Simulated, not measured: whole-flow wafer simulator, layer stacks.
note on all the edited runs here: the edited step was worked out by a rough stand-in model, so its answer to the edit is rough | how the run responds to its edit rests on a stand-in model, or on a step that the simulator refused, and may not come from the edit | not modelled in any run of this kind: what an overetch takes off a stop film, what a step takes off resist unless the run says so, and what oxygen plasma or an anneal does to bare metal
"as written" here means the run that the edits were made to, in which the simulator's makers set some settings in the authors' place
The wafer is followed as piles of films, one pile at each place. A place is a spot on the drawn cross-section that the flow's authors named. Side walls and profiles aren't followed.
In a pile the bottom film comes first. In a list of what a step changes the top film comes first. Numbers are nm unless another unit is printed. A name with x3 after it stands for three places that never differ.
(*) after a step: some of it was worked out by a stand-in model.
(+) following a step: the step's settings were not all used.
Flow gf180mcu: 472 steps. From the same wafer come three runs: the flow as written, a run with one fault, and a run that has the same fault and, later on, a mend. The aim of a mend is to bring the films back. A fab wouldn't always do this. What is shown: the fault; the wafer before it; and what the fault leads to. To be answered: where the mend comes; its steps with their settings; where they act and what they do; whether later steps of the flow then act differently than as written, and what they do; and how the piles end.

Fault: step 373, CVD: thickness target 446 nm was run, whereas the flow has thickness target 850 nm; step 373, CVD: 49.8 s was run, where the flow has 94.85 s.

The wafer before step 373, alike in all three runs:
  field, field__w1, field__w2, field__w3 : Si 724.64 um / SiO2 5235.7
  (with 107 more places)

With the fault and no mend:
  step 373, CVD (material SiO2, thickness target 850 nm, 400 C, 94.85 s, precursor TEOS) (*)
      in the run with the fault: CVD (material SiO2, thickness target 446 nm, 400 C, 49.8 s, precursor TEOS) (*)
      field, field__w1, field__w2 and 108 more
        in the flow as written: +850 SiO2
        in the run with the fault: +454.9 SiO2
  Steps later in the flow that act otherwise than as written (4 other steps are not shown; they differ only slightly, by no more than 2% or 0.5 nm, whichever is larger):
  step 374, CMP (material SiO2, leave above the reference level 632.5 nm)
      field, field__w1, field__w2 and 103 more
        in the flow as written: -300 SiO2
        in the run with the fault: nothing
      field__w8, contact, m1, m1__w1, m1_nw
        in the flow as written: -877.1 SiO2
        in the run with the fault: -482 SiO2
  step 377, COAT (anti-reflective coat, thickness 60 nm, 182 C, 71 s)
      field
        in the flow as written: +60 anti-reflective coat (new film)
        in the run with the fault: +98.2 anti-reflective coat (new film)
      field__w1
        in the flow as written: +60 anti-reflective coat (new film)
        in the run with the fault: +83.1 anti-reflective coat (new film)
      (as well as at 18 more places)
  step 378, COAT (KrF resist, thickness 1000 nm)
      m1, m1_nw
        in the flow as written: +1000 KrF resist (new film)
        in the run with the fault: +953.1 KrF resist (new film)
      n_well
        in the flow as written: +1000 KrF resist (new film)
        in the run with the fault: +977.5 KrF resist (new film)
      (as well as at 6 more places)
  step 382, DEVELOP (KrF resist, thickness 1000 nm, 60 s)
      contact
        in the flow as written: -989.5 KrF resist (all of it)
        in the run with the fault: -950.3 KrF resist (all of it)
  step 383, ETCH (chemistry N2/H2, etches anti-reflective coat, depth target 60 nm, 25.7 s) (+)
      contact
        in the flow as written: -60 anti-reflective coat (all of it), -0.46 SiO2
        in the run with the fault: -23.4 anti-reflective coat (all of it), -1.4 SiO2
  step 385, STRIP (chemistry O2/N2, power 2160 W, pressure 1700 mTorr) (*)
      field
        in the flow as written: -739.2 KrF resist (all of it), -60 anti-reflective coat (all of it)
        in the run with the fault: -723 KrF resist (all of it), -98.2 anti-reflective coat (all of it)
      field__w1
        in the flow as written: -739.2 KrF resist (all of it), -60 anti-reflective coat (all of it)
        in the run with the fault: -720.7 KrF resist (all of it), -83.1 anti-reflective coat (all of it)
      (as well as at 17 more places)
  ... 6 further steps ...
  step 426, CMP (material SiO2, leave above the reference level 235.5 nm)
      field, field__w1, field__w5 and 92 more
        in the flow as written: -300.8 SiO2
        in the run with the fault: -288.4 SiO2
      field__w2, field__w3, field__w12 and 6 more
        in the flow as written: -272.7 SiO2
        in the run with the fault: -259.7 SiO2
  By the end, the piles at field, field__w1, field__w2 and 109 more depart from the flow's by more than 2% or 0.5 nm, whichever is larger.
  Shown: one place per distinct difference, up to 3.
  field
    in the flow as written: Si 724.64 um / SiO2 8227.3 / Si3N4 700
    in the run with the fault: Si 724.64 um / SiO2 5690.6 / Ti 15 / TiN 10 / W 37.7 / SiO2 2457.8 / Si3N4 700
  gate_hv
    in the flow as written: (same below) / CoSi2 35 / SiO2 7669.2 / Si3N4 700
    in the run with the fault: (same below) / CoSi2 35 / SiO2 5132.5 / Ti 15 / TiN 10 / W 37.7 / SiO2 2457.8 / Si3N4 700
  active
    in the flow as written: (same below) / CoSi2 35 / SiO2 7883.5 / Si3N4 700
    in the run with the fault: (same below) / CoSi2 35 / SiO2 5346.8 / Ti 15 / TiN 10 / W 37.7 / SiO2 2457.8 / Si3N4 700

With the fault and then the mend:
  The mend stands after step 373.
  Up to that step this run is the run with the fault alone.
  step 373a, CVD (material SiO2, thickness target 404 nm, 400 C, 45.08 s, precursor TEOS) (*) (a further turn of the flow's step 373, with different settings)
      field, field__w1, field__w2 and 108 more
        +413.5 SiO2
  Steps later in the flow that act otherwise than as written:
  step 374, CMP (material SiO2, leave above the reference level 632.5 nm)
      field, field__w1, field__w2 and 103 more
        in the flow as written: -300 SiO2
        in the run with the mend: -318.4 SiO2
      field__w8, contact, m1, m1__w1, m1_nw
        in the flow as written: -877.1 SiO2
        in the run with the mend: -895.4 SiO2
  At every place that both follow, the piles at the end match the flow's.
